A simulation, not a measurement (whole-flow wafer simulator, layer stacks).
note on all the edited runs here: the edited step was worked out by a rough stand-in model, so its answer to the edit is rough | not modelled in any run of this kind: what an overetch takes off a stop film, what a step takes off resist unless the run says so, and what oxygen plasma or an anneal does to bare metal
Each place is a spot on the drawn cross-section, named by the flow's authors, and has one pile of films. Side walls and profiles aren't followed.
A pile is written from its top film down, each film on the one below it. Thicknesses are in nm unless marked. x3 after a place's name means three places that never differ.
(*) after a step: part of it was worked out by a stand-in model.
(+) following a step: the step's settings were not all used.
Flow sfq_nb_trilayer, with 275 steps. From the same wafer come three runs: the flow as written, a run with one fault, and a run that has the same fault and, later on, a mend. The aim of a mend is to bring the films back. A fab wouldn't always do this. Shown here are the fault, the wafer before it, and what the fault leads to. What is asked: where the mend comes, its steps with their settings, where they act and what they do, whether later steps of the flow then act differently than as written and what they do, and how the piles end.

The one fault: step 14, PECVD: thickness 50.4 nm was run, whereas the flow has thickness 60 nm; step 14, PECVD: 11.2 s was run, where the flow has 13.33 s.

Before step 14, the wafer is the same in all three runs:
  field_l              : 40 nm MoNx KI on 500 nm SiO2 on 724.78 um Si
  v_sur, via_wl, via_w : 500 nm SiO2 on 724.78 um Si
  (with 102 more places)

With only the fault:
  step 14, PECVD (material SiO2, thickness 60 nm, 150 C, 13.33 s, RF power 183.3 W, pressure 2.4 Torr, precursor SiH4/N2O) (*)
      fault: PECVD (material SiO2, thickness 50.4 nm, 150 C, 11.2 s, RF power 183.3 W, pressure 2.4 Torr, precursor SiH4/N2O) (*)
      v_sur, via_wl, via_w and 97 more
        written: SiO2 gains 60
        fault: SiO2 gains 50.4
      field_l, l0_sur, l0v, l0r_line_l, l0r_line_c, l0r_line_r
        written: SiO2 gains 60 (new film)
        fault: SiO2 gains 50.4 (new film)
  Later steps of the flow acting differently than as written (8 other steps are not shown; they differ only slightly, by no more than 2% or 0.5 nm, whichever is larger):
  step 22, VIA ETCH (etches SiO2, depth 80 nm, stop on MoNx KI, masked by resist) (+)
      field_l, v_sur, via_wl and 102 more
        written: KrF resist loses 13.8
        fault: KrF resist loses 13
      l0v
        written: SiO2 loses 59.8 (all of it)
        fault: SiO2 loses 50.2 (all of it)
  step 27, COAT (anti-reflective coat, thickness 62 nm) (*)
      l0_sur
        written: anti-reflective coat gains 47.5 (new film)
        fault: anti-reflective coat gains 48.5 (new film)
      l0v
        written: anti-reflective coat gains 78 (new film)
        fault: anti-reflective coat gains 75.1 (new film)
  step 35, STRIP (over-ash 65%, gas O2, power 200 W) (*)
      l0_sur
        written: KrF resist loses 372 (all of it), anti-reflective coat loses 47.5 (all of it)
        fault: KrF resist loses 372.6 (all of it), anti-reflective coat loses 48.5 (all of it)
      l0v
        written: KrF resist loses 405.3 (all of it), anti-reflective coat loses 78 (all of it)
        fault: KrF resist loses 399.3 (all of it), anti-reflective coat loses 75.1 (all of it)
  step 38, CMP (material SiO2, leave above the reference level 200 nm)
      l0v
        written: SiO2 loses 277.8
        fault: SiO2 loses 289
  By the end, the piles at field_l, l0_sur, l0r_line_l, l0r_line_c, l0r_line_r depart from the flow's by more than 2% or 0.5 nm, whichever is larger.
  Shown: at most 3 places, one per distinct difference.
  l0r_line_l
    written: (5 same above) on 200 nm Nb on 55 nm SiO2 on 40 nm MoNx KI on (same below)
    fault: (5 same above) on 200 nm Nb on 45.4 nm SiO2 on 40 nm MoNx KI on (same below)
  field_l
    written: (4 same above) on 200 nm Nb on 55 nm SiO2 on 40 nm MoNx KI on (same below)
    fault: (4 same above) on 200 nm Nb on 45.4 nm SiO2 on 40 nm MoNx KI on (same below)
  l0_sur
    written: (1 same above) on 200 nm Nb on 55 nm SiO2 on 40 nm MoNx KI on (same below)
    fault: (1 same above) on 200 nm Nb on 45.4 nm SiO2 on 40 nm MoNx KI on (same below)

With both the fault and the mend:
  After step 14 comes the mend.
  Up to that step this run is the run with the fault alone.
  step 14a, PECVD (material SiO2, thickness 9.6 nm, 150 C, 2.133 s, RF power 183.3 W, pressure 2.4 Torr, precursor SiH4/N2O) (the flow's step 14, run once more with other settings)
      field_l, v_sur, via_wl and 103 more
        SiO2 gains 9.6
  Every later step of the flow that is run acts as written, at every place that is followed, to within 2% or 0.5 nm, whichever is larger.
  By the end, the piles equal the flow's at every place that both follow.
